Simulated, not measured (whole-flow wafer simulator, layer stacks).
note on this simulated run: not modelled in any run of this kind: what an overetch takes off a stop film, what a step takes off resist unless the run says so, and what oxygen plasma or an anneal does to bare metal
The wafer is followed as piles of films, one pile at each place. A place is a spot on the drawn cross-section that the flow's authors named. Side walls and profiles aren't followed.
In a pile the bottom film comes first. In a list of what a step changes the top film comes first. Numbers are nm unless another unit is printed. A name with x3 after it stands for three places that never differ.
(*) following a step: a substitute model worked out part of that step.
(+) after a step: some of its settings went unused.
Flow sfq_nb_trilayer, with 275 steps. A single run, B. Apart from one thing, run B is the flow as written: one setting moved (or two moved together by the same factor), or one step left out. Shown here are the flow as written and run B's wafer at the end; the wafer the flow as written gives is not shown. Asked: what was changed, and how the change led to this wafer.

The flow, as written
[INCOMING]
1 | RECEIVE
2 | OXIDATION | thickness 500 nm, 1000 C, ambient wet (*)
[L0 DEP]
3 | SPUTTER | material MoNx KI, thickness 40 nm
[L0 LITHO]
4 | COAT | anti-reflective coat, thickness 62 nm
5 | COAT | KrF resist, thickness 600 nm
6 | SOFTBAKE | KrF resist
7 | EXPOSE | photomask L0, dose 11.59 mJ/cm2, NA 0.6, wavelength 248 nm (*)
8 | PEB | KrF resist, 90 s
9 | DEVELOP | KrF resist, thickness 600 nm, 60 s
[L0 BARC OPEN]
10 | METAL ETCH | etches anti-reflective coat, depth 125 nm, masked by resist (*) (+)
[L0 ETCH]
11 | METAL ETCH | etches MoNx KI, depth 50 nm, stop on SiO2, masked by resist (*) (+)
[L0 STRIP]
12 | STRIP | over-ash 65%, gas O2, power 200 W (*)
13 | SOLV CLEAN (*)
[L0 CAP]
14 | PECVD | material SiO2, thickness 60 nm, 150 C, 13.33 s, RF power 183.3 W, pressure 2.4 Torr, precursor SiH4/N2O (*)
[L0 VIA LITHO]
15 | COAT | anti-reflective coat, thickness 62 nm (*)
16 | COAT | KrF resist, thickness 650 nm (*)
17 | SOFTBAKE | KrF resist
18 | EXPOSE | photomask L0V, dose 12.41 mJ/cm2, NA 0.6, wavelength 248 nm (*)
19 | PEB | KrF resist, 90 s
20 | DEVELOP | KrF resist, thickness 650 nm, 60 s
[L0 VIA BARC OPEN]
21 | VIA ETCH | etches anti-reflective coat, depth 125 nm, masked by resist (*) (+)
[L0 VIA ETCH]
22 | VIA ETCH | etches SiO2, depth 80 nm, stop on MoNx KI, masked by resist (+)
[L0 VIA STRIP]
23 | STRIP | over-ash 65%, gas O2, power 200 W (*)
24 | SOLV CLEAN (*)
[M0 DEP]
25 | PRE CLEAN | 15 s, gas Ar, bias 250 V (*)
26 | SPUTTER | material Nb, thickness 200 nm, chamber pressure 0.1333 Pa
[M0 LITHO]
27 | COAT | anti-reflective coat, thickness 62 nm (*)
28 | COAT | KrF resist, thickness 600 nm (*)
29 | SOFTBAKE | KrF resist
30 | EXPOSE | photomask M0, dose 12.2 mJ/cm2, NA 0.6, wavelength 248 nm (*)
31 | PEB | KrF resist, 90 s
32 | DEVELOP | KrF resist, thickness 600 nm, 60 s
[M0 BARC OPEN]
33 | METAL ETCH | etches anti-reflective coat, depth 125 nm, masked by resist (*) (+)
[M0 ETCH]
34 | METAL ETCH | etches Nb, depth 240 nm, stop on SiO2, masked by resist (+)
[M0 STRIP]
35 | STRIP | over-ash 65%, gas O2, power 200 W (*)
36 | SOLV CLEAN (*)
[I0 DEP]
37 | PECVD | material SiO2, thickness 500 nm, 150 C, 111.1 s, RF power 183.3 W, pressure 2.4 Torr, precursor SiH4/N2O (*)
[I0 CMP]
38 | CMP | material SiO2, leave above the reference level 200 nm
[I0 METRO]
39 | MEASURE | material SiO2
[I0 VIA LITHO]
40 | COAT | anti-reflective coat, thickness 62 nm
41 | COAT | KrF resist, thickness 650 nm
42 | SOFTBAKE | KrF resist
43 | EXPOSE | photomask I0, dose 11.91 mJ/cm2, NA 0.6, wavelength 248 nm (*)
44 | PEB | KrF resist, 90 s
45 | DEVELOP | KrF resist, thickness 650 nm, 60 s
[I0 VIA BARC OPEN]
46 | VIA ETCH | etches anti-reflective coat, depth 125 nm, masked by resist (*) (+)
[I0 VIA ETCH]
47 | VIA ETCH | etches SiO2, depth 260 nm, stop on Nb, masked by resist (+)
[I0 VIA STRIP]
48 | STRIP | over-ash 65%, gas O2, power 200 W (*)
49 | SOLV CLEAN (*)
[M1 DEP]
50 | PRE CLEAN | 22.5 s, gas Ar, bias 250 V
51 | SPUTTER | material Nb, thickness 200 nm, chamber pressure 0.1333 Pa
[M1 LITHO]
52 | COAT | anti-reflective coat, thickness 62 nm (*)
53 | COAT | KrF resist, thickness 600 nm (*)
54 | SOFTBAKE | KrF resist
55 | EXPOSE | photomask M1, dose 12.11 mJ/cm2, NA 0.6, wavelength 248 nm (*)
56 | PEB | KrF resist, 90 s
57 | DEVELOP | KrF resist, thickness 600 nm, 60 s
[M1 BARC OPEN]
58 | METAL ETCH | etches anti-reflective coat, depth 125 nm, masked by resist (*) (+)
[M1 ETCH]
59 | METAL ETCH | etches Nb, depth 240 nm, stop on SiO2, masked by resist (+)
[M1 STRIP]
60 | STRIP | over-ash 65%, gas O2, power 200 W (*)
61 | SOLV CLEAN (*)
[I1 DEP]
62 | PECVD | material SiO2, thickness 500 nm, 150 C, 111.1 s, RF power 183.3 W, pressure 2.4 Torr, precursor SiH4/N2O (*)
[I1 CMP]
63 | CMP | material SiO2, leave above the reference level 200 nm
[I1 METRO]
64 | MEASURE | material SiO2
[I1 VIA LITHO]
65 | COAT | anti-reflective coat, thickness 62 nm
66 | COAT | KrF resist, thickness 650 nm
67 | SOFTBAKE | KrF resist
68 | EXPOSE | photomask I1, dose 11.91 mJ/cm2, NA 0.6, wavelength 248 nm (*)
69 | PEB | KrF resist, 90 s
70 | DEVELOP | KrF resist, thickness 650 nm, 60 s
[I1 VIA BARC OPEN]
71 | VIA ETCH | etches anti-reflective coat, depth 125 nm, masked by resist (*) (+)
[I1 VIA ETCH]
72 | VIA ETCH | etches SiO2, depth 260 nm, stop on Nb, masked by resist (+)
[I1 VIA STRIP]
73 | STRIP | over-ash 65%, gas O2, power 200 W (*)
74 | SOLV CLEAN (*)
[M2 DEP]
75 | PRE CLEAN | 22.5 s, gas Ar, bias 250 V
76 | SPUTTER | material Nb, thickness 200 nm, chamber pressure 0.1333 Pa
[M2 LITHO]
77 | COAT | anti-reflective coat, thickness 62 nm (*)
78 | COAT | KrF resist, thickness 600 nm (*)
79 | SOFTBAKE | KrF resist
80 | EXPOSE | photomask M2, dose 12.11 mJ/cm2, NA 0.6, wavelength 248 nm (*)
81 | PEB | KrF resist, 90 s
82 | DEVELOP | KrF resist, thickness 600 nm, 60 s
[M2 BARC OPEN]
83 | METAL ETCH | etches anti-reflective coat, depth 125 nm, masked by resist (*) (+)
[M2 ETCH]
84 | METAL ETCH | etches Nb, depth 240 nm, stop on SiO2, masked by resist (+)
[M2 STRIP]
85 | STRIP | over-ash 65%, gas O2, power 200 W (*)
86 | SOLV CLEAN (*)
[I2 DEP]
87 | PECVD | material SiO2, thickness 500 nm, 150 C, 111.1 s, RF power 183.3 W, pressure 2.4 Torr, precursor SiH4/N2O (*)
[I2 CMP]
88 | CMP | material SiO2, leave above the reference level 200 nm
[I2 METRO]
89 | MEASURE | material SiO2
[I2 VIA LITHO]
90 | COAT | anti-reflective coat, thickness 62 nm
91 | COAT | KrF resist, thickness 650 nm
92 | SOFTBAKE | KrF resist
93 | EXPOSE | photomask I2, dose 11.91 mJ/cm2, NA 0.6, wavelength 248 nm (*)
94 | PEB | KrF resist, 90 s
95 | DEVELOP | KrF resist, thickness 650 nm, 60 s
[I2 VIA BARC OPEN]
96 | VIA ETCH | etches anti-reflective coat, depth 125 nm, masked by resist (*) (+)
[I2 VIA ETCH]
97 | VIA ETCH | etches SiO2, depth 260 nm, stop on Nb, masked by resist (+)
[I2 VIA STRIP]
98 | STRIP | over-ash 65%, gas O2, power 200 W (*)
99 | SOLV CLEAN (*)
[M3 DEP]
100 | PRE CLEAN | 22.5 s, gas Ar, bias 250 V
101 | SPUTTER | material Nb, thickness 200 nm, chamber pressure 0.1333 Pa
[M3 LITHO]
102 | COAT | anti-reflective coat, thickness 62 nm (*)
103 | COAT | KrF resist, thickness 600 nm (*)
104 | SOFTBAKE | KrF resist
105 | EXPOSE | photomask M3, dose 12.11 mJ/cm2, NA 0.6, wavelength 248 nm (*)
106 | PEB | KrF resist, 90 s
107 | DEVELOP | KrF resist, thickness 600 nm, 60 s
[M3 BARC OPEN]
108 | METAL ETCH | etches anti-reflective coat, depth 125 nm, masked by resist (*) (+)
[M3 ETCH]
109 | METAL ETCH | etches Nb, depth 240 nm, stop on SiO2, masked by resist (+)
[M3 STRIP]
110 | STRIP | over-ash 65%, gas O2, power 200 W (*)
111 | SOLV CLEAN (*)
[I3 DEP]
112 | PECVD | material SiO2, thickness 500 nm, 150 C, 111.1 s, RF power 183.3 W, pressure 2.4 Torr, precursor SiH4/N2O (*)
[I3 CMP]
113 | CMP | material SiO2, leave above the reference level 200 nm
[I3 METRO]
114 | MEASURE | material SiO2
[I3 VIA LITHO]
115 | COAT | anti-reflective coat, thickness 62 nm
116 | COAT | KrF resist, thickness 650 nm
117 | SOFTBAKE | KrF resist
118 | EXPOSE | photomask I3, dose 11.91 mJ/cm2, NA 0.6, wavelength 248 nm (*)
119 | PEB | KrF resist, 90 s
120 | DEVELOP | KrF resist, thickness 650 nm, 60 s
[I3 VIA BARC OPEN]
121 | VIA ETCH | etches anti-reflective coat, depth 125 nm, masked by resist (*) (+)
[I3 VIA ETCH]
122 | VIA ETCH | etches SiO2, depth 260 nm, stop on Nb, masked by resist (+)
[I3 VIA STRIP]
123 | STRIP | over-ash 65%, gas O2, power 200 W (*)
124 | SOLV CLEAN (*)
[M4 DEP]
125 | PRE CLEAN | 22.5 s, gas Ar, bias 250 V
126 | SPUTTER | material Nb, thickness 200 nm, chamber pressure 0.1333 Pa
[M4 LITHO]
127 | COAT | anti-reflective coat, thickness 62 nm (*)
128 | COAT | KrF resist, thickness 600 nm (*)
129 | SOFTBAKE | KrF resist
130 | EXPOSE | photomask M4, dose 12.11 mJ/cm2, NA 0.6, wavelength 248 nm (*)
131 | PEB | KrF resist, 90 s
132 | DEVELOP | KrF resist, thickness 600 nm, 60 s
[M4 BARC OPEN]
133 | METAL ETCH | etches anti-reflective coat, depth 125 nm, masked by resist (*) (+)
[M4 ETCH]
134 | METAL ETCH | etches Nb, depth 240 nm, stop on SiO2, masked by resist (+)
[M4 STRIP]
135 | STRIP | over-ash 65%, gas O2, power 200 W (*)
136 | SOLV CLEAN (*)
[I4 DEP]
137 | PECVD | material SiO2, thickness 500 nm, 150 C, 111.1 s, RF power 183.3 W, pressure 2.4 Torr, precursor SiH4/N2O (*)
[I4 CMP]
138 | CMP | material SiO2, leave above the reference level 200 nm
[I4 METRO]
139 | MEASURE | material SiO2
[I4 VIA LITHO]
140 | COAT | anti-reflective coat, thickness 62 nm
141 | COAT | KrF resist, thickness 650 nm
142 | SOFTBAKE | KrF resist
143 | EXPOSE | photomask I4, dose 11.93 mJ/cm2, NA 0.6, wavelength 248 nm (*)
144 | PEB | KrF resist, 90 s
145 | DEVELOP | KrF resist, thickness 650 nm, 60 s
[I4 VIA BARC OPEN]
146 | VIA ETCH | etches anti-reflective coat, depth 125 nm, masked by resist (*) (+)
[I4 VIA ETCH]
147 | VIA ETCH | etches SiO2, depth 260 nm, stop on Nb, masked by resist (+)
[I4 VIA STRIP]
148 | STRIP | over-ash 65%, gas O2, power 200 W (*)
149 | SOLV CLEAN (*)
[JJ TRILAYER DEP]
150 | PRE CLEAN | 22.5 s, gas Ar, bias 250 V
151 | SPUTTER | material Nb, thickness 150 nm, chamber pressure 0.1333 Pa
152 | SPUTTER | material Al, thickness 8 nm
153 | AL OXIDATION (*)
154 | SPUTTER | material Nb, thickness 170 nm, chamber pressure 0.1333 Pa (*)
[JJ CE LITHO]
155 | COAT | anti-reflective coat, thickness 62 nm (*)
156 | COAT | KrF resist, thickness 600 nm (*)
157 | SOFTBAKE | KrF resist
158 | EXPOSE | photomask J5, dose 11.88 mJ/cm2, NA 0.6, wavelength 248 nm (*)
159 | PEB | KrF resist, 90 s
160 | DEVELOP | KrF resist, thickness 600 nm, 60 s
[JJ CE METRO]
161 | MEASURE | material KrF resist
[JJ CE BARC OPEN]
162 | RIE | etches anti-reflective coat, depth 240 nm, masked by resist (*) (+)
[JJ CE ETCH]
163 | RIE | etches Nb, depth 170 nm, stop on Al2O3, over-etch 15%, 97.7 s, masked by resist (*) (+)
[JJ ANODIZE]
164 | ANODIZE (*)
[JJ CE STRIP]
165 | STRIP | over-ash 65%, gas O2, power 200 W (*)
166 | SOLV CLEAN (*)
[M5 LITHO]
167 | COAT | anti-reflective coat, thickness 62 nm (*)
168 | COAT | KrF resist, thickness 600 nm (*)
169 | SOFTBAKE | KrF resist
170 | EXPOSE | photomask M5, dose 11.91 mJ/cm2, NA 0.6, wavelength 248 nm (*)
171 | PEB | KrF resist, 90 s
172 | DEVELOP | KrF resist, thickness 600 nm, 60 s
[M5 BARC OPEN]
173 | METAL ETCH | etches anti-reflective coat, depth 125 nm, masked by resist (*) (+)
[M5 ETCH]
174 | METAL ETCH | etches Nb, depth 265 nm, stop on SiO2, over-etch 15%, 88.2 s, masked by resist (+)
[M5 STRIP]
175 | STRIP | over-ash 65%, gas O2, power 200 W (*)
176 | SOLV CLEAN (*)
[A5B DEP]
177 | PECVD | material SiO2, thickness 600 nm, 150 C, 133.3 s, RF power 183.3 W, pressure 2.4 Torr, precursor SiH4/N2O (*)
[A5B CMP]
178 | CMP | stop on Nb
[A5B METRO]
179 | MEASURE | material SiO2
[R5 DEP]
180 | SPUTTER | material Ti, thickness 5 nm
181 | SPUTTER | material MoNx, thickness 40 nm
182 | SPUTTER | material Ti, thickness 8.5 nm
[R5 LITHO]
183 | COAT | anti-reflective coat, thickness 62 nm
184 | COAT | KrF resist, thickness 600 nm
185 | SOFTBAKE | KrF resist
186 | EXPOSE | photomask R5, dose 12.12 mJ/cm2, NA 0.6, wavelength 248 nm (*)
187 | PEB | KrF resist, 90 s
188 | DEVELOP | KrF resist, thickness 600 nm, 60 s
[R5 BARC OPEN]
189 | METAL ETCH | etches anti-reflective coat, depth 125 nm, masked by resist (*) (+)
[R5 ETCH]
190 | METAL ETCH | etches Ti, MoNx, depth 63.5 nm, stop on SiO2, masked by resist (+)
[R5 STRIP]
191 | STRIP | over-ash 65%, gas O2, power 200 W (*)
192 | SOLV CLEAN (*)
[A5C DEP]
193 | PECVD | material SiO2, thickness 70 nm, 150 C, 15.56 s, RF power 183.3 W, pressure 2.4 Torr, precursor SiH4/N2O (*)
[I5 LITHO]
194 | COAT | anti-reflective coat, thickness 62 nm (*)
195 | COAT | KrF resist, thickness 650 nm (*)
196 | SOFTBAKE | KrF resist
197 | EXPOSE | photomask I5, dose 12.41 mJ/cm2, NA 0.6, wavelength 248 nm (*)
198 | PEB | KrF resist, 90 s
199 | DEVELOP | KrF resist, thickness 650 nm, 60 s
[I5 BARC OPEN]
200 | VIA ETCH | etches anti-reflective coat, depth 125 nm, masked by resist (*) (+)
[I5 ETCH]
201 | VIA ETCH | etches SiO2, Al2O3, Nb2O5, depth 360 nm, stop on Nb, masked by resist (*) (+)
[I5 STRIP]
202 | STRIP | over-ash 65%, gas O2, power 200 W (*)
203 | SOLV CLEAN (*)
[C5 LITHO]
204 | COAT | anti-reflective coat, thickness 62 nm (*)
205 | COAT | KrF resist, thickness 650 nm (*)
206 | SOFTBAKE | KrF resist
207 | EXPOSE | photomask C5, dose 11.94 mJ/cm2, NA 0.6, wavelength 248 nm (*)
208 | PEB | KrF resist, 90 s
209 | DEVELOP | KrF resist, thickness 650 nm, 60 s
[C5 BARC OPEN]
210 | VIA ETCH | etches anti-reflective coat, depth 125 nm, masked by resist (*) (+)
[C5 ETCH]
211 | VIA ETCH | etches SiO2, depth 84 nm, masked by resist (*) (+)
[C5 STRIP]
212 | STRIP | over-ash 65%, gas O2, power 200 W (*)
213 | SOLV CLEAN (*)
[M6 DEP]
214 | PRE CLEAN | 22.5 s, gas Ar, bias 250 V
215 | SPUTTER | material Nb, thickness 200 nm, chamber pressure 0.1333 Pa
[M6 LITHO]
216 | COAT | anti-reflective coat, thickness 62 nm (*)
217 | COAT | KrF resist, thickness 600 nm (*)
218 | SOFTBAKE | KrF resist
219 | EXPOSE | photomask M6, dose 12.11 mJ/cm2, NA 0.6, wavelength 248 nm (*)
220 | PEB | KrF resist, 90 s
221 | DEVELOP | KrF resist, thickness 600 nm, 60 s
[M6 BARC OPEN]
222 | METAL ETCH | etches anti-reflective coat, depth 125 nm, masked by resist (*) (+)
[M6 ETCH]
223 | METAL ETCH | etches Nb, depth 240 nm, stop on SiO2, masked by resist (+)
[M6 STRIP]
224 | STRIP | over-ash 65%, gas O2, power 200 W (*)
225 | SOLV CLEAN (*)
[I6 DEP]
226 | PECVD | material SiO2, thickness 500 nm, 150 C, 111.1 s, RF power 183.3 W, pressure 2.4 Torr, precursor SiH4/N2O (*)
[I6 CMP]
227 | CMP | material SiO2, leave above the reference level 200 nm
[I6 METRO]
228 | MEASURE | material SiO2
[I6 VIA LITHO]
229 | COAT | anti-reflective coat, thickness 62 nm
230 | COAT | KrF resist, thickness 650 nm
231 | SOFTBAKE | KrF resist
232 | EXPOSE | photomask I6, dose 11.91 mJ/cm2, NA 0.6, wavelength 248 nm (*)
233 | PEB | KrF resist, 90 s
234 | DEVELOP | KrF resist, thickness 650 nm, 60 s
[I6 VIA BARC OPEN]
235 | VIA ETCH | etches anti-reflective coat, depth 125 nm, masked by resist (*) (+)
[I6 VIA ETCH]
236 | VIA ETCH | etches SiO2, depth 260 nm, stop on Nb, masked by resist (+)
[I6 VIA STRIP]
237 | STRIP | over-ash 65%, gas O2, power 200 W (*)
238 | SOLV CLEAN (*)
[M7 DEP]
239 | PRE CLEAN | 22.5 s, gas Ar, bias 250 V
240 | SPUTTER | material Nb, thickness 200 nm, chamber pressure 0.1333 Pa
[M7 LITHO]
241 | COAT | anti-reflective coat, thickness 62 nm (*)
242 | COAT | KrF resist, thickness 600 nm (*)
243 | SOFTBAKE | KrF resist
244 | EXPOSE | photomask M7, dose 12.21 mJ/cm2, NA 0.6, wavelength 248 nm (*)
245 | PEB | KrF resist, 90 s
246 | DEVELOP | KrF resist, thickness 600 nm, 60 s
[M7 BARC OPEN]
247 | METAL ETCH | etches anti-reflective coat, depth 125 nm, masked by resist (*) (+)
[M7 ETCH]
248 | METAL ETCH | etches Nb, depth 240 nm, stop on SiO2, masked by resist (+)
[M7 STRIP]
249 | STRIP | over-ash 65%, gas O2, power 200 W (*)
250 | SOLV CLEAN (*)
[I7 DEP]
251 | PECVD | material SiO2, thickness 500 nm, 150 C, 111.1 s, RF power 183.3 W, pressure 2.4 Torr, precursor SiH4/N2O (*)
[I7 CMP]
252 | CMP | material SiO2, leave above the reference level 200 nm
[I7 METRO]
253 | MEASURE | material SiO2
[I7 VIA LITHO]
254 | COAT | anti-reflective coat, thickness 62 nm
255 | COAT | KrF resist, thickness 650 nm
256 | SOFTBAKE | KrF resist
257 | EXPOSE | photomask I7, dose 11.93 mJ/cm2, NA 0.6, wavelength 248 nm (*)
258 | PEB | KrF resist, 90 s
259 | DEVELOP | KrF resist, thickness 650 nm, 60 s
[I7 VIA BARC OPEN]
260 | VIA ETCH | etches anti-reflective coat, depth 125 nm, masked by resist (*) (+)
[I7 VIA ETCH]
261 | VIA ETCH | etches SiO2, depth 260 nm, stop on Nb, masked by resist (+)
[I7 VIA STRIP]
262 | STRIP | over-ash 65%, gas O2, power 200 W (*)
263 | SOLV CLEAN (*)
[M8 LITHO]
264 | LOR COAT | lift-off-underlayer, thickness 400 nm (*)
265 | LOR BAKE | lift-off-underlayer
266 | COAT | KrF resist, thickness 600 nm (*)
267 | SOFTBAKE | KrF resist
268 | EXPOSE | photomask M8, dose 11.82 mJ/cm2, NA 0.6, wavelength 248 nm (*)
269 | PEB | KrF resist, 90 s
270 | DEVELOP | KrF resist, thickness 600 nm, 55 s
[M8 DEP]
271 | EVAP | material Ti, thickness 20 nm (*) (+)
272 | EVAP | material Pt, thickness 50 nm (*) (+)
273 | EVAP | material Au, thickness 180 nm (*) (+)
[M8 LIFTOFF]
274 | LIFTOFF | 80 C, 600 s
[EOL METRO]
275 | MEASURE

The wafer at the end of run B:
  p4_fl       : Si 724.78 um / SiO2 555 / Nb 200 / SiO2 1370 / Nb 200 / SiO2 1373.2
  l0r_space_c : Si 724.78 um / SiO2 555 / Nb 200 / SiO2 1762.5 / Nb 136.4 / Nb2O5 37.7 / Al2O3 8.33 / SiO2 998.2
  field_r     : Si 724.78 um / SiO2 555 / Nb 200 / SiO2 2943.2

What caused this: step 152, SPUTTER: thickness 5.36 nm was run, whereas the flow has thickness 8 nm.

The path from the change to this, step by step:
  152 | SPUTTER | material Al, thickness 8 nm
      field_l, v_sur, via_sp and 100 more: +5.36 Al (new film) (as written it would have been: +8 Al (new film))
      via_wl, via_wr: +3.44 Al (new film) (as written it would have been: +5.14 Al (new film))
      (also at 1 further place)
  164 | ANODIZE (*)
      field_l, v_sur, via_sp and 96 more: +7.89 Al2O3, +37.7 Nb2O5 (new film), -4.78 Al (all of it), -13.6 Nb (as written it would have been: +12.2 Al2O3, +29.9 Nb2O5 (new film), -7.42 Al (all of it), -10.8 Nb)
      via_wl, via_wr: +4.72 Al2O3 (new film), +44.2 Nb2O5 (new film), -2.86 Al (all of it), -15.9 Nb (as written it would have been: +7.52 Al2O3 (new film), +39.2 Nb2O5 (new film), -4.56 Al (all of it), -14.1 Nb)
      (also at 1 further place)
  167 | COAT | anti-reflective coat, thickness 62 nm (*)
      ce_r: +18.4 anti-reflective coat (new film) (as written it would have been: +19.7 anti-reflective coat (new film))
  174 | METAL ETCH | etches Nb, depth 265 nm, stop on SiO2, over-etch 15%, 88.2 s, masked by resist (+)
      field_l, r_sur, res and 50 more: -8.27 Al2O3 (all of it), -37.7 Nb2O5 (all of it), -136.4 Nb (all of it), -12.2 SiO2 (as written it would have been: -12.6 Al2O3 (all of it), -29.9 Nb2O5 (all of it), -139.2 Nb (all of it), -12.3 SiO2)
  175 | STRIP | over-ash 65%, gas O2, power 200 W (*)
      ce_r: -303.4 KrF resist (all of it), -18.4 anti-reflective coat (all of it) (as written it would have been: -299.9 KrF resist (all of it), -19.7 anti-reflective coat (all of it))
  201 | VIA ETCH | etches SiO2, Al2O3, Nb2O5, depth 360 nm, stop on Nb, masked by resist (*) (+)
      be: -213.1 SiO2 (all of it), -8.33 Al2O3 (all of it), -37.7 Nb2O5 (all of it) (as written it would have been: -216.4 SiO2 (all of it), -12.7 Al2O3 (all of it), -29.9 Nb2O5 (all of it))
